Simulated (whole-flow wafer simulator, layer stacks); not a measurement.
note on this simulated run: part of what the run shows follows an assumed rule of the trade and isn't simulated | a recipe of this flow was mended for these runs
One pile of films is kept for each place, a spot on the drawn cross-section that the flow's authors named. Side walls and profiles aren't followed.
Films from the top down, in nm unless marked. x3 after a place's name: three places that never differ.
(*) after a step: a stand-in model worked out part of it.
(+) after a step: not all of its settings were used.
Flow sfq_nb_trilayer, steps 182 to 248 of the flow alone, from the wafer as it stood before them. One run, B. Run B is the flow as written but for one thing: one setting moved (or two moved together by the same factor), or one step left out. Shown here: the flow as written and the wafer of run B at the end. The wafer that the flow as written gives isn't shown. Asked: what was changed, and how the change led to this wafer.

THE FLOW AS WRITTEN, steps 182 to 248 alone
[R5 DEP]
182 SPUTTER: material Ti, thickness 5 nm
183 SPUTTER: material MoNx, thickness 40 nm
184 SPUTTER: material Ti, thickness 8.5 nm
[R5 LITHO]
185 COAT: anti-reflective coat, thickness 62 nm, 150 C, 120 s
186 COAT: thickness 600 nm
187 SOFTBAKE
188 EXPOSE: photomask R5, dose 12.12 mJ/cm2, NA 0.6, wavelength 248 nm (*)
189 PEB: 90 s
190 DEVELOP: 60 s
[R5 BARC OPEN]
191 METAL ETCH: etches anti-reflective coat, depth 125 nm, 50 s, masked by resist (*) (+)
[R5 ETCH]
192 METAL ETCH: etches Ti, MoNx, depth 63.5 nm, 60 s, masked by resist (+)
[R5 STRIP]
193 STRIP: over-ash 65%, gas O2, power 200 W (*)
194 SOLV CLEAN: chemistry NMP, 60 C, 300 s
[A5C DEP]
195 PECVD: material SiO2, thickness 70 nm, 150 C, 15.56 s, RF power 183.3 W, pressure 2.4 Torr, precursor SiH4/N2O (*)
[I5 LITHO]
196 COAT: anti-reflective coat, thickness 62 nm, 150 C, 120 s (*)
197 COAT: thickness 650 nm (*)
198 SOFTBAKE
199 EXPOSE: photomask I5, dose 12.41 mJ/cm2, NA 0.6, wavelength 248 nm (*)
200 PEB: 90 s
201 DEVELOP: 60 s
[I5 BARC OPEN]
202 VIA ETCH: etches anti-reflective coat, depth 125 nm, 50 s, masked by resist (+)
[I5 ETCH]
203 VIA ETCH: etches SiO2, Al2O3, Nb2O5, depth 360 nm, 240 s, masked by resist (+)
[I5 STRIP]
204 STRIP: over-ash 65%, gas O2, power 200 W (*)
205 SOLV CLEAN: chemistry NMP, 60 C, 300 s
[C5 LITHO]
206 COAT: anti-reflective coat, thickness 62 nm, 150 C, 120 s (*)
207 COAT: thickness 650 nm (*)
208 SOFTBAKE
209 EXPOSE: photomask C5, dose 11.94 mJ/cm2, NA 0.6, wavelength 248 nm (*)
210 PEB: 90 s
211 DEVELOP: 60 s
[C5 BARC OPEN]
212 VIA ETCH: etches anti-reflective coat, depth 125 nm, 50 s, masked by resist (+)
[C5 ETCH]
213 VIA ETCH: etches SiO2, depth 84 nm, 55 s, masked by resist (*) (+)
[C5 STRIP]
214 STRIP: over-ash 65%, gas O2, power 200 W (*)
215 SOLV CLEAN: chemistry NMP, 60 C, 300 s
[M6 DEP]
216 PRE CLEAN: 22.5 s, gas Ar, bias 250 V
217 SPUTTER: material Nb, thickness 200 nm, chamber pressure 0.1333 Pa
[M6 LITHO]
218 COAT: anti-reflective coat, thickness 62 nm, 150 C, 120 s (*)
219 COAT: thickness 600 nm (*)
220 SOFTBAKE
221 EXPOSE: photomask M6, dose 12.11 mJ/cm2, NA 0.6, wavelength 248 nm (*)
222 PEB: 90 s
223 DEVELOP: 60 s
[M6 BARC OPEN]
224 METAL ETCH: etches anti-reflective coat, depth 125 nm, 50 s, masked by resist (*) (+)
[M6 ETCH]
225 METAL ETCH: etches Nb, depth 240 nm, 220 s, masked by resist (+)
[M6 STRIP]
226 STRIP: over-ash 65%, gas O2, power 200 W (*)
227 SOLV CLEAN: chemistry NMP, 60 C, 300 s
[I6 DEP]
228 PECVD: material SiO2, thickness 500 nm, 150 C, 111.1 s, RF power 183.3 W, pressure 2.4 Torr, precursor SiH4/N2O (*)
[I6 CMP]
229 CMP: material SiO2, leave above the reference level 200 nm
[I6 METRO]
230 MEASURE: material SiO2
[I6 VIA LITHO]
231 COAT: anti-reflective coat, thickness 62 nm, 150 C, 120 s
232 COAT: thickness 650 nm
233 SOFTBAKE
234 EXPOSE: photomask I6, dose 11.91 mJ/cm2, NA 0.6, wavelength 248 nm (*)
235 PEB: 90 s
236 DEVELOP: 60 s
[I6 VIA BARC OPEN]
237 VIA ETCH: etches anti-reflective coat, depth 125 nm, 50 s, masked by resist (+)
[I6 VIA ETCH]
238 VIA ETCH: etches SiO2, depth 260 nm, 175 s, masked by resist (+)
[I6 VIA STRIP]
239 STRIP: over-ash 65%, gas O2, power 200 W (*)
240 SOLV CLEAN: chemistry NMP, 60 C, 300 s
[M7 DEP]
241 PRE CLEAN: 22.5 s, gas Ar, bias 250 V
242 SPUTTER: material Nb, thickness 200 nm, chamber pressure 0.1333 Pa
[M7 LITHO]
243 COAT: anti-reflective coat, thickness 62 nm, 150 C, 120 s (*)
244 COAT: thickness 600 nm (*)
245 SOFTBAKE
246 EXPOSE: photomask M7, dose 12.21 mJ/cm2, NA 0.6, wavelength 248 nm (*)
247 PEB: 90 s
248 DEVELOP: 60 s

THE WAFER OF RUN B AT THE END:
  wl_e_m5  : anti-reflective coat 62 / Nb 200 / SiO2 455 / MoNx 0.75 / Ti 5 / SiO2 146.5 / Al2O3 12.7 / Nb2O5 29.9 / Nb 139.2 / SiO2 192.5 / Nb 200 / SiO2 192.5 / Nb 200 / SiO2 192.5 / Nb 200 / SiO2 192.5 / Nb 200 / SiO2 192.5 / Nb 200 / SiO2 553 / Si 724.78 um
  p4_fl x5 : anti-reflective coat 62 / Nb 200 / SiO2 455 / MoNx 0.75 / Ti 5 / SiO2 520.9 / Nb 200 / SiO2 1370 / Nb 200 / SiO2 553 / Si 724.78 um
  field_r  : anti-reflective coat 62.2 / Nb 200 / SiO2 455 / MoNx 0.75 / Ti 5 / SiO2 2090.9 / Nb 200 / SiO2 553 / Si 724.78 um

The cause: step 183, SPUTTER: thickness 55.75 nm was run, where the flow has thickness 40 nm.

How the change led to this, step by step:
  183 SPUTTER: material MoNx, thickness 40 nm
      field_l, v_sur, via_wl and 103 more: MoNx +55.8 (new film) (as written it would be: MoNx +40 (new film))
  192 METAL ETCH: etches Ti, MoNx, depth 63.5 nm, 60 s, masked by resist (+)
      field_l, v_sur, via_wl and 92 more: Ti -8.5 (all of it), MoNx -55 (as written it would be: Ti -8.5 (all of it), MoNx -40 (all of it), Ti -5 (all of it), SiO2 -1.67)
      ce_l, c5j, ce_r, wl_jj: Ti -8.5 (all of it), MoNx -55 (as written it would be: Ti -8.5 (all of it), MoNx -40 (all of it), Ti -5 (all of it), Nb -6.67)
  195 PECVD: material SiO2, thickness 70 nm, 150 C, 15.56 s, RF power 183.3 W, pressure 2.4 Torr, precursor SiH4/N2O (*)
      field_l, v_sur, via_wl and 92 more: SiO2 +70 (new film) (as written it would be: SiO2 +70)
  196 COAT: anti-reflective coat, thickness 62 nm, 150 C, 120 s (*)
      r5r_line_l, r5r_line_c, r5r_line_r: anti-reflective coat +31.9 (new film) (as written it would be: anti-reflective coat +35.5 (new film))
      wl_j_sl, wl_j_sr: anti-reflective coat +62 (new film) (as written it would be: anti-reflective coat +60.5 (new film))
      (and at 9 more places)
  203 VIA ETCH: etches SiO2, Al2O3, Nb2O5, depth 360 nm, 240 s, masked by resist (+)
      be: SiO2 -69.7 (all of it), MoNx -0.75 (all of it), Ti -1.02 (as written it would be: SiO2 -214.5 (all of it), Al2O3 -12.7 (all of it), Nb2O5 -29.9 (all of it), Nb -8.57)
  204 STRIP: over-ash 65%, gas O2, power 200 W (*)
      r5r_line_l, r5r_line_c, r5r_line_r: KrF-resist-other-grade -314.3 (all of it), anti-reflective coat -31.9 (all of it) (as written it would be: KrF-resist-other-grade -314.5 (all of it), anti-reflective coat -35.5 (all of it))
      wl_j_sl, wl_j_sr: KrF-resist-other-grade -315.7 (all of it), anti-reflective coat -62 (all of it) (as written it would be: KrF-resist-other-grade -316.4 (all of it), anti-reflective coat -60.5 (all of it))
      (and at 9 more places)
  206 COAT: anti-reflective coat, thickness 62 nm, 150 C, 120 s (*)
      r5r_line_l, r5r_line_c, r5r_line_r: anti-reflective coat +31.9 (new film) (as written it would be: anti-reflective coat +35.5 (new film))
      wl_j_sl, wl_j_sr: anti-reflective coat +62 (new film) (as written it would be: anti-reflective coat +60.5 (new film))
      (and at 17 more places)
  207 COAT: thickness 650 nm (*)
      be: KrF-resist-other-grade +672 (new film) (as written it would be: KrF-resist-other-grade +815 (new film))
      gap: KrF-resist-other-grade +654.3 (new film) (as written it would be: KrF-resist-other-grade +641 (new film))
  212 VIA ETCH: etches anti-reflective coat, depth 125 nm, 50 s, masked by resist (+)
      c5j: anti-reflective coat -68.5 (all of it), SiO2 -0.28 (as written it would be: anti-reflective coat -73.7 (all of it), SiO2 -0.26)
  213 VIA ETCH: etches SiO2, depth 84 nm, 55 s, masked by resist (*) (+)
      c5j: SiO2 -69.7 (all of it), MoNx -0.75 (all of it), Ti -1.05 (as written it would be: SiO2 -69.7 (all of it), Nb -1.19)
  214 STRIP: over-ash 65%, gas O2, power 200 W (*)
      r5r_line_l, r5r_line_c, r5r_line_r: KrF-resist-other-grade -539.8 (all of it), anti-reflective coat -31.9 (all of it) (as written it would be: KrF-resist-other-grade -540 (all of it), anti-reflective coat -35.5 (all of it))
      wl_j_sl, wl_j_sr: KrF-resist-other-grade -541.2 (all of it), anti-reflective coat -62 (all of it) (as written it would be: KrF-resist-other-grade -541.9 (all of it), anti-reflective coat -60.5 (all of it))
      (and at 16 more places)
  216 PRE CLEAN: 22.5 s, gas Ar, bias 250 V
      be: Ti -3.98 (all of it), SiO2 -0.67 (as written it would be: Nb -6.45)
      c5j: Ti -3.95 (all of it), Nb -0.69 (as written it would be: Nb -6.45)
  217 SPUTTER: material Nb, thickness 200 nm, chamber pressure 0.1333 Pa
      be: Nb +192.5 (new film) (as written it would be: Nb +145.8)
  218 COAT: anti-reflective coat, thickness 62 nm, 150 C, 120 s (*)
      r5r_line_l, r5r_line_c, r5r_line_r: anti-reflective coat +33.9 (new film) (as written it would be: anti-reflective coat +37.1 (new film))
      wl_j_sl, wl_j_sr: anti-reflective coat +62 (new film) (as written it would be: anti-reflective coat +60.5 (new film))
      (and at 19 more places)
  219 COAT: thickness 600 nm (*)
      via_v: KrF-resist-other-grade +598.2 (new film) (as written it would be: KrF-resist-other-grade +584.1 (new film))
      be: KrF-resist-other-grade +619.5 (new film) (as written it would be: KrF-resist-other-grade +795.2 (new film))
      (and at 1 more place)
  223 DEVELOP: 60 s
      gap: KrF-resist-other-grade -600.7 (all of it) (as written it would be: KrF-resist-other-grade -584.6 (all of it))
  ... 3 more steps ...
  229 CMP: material SiO2, leave above the reference level 200 nm
      r5r_line_l, r5r_spacepad_l, r5r_spacepad_r, r5r_line_c, r5r_line_r: SiO2 -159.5 (as written it would be: SiO2 -151.2)
      be_r, r_sur, r_end: SiO2 -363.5 (as written it would be: SiO2 -355.2)
      (and at 3 more places)
Counting metal films that touch as one body, wl_e_m5 has 8 bodies (between them, from the top down: SiO2 455; SiO2 146.5 / Al2O3 12.7 / Nb2O5 29.9; SiO2 192.5; SiO2 192.5; SiO2 192.5; SiO2 192.5; SiO2 192.5); the flow as written gives 7 bodies (between them, from the top down: SiO2 599.8 / Al2O3 12.7 / Nb2O5 29.9; SiO2 192.5; SiO2 192.5; SiO2 192.5; SiO2 192.5; SiO2 192.5).
Counting metal films that touch as one body, p4_fl x5 has 4 bodies (between them, from the top down: SiO2 455; SiO2 520.9; SiO2 1370); the flow as written gives 3 bodies (between them, from the top down: SiO2 974.2; SiO2 1370).
Counting metal films that touch as one body, field_r has 3 bodies (between them, from the top down: SiO2 455; SiO2 2090.9); the flow as written gives 2 bodies (between them, from the top down: SiO2 2544.2).
